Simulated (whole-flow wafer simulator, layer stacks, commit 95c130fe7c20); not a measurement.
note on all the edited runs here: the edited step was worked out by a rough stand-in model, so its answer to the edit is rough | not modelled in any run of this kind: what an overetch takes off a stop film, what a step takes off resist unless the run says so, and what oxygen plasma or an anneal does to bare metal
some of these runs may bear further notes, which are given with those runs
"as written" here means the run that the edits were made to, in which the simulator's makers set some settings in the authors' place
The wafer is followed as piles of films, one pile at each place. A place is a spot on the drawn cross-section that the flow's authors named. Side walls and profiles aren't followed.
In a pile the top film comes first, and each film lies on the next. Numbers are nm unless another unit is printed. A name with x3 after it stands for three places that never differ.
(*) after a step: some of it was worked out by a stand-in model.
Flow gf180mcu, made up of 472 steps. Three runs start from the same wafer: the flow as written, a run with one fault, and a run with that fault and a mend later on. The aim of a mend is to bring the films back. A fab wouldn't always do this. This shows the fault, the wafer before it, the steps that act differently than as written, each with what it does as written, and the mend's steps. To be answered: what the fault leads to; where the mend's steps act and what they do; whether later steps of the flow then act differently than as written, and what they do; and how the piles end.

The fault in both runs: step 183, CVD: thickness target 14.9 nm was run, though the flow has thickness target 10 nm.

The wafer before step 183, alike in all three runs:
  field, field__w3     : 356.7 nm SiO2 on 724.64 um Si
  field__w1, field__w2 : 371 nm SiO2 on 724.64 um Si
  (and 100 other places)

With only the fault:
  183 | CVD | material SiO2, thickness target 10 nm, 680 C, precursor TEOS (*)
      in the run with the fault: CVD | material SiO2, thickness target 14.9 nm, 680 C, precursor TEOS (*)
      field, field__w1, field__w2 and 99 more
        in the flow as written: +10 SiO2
        in the run with the fault: +14.9 SiO2
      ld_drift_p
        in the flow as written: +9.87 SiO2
        in the run with the fault: +14.7 SiO2
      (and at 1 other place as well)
  Later steps of the flow acting differently than as written (21 other steps are not shown; they differ only slightly, by no more than 2% or 0.5 nm, whichever is larger):
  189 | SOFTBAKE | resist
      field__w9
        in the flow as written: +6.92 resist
        in the run with the fault: -3.09 resist
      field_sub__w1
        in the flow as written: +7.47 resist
        in the run with the fault: +9.76 resist
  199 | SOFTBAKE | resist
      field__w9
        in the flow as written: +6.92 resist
        in the run with the fault: -3.09 resist
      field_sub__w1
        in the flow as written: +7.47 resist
        in the run with the fault: +9.76 resist
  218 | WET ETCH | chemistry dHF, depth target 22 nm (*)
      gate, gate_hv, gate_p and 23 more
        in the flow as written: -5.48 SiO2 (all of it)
        in the run with the fault: -10.4 SiO2 (all of it)
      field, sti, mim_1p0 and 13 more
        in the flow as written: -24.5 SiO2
        in the run with the fault: -25.2 SiO2
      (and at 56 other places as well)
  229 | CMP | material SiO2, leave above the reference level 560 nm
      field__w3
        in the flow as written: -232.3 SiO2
        in the run with the fault: -237.4 SiO2
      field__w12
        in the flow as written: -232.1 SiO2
        in the run with the fault: -237.3 SiO2
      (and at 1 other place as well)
  By the end, the piles at spacer depart from the flow's by more than 2% or 0.5 nm, whichever is larger.
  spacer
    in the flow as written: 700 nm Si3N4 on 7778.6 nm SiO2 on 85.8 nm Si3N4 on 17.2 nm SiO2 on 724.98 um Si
    in the run with the fault: 700 nm Si3N4 on 7773.7 nm SiO2 on 85.8 nm Si3N4 on 22.1 nm SiO2 on 724.98 um Si

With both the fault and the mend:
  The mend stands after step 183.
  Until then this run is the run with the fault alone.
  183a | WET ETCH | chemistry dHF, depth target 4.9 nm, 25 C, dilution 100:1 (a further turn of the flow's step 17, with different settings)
      field, field__w1, field__w2 and 101 more
        -4.9 SiO2
  Later steps of the flow that are run all act as written at every place that is followed, up to a difference of at most 2% or 0.5 nm, whichever is larger.
  The piles end only slightly different from the flow's at the places that both follow, by no more than 2% or 0.5 nm, whichever is larger.
